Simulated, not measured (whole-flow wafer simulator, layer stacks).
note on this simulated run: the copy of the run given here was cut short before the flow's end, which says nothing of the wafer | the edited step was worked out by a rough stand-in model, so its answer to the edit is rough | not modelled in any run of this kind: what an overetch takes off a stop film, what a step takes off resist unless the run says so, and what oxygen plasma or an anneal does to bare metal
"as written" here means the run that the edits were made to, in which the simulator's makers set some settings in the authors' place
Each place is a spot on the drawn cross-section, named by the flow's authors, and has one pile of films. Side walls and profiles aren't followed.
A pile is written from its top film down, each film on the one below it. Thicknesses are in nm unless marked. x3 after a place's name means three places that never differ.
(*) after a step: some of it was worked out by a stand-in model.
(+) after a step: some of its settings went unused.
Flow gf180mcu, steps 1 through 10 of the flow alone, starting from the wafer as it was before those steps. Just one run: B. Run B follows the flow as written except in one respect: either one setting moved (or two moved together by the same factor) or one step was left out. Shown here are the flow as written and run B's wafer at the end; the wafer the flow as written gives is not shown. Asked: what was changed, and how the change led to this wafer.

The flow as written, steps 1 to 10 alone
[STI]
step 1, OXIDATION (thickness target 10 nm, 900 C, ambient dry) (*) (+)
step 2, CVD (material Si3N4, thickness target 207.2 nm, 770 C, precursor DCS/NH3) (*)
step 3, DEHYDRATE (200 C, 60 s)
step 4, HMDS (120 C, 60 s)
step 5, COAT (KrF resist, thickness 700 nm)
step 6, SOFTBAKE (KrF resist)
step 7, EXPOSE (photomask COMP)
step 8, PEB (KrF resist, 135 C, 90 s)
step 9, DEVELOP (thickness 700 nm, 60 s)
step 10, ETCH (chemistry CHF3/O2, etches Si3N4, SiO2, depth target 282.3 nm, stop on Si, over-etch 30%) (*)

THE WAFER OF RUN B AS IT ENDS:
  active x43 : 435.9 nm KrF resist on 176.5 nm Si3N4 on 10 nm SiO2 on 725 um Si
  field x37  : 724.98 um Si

What caused this: step 2, CVD: thickness target 176.5 nm was run, while the flow as written has thickness target 207.2 nm.
One can read it off the wafer: active x43 has Si3N4 176.5, and step 2 as written asks for 207.2 nm.

How this came from the change, step by step:
  step 2, CVD (material Si3N4, thickness target 207.2 nm, 770 C, precursor DCS/NH3) (*)
      field x37, active x43: +176.5 Si3N4 (new film) (in the flow as written it would be: +207.2 Si3N4 (new film))
  step 10, ETCH (chemistry CHF3/O2, etches Si3N4, SiO2, depth target 282.3 nm, stop on Si, over-etch 30%) (*)
      field x37: -176.5 Si3N4 (all of it), -10 SiO2 (all of it), -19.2 Si (in the flow as written it would be: -207.2 Si3N4 (all of it), -10 SiO2 (all of it), -13 Si)
